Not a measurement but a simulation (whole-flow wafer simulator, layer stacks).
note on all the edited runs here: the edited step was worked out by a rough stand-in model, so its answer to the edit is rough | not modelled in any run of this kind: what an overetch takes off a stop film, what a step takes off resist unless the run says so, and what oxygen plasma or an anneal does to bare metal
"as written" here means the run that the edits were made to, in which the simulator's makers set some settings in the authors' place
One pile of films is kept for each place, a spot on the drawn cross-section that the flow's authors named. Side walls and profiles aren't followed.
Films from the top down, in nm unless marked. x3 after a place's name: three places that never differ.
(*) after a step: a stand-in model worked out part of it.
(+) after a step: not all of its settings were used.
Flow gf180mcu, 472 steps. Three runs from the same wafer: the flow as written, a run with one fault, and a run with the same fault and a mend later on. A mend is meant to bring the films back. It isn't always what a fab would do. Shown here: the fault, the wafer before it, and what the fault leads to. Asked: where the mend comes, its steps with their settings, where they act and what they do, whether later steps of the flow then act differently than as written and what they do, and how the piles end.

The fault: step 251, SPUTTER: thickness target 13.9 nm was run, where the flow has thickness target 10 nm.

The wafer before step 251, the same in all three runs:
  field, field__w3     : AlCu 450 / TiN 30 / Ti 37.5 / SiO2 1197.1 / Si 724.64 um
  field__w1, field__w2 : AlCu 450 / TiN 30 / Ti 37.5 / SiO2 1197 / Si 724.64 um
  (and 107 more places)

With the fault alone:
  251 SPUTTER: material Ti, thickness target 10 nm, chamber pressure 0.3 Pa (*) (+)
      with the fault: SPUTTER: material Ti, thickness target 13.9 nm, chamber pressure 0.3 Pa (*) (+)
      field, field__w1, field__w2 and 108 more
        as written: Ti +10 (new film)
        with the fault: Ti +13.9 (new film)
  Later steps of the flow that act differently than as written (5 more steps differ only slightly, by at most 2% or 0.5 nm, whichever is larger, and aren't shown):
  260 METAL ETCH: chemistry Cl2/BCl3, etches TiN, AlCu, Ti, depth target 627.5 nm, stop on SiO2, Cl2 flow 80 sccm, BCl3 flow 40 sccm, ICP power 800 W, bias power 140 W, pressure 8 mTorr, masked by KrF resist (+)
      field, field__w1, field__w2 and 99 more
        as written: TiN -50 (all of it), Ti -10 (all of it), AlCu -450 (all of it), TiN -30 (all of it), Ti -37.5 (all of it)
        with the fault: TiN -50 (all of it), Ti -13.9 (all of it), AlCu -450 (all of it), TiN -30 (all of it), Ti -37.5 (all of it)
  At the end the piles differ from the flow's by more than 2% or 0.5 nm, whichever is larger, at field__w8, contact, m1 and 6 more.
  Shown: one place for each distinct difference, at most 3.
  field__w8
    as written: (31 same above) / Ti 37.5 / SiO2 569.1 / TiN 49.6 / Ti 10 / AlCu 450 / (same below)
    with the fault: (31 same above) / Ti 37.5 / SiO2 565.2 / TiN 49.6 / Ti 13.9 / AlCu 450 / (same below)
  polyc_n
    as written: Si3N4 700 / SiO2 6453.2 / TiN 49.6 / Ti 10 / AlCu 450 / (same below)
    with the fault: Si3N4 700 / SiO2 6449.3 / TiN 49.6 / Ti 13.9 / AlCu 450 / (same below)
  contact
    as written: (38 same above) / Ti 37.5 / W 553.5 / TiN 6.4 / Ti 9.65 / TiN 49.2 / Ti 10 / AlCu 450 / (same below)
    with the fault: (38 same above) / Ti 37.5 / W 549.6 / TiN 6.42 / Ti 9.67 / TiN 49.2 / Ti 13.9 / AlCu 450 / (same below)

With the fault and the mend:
  The mend comes after step 251.
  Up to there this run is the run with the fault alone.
  251a METAL ETCH: chemistry Cl2/BCl3, etches TiN, AlCu, Ti, depth target 3.9 nm, Cl2 flow 80 sccm, BCl3 flow 40 sccm, ICP power 800 W, bias power 140 W, pressure 8 mTorr
      field, field__w1, field__w2 and 108 more
        Ti -3.9
  No later step of the flow acts differently than as written at any place that is followed.
  At the end the piles are the same as the flow's at every place that both follow.
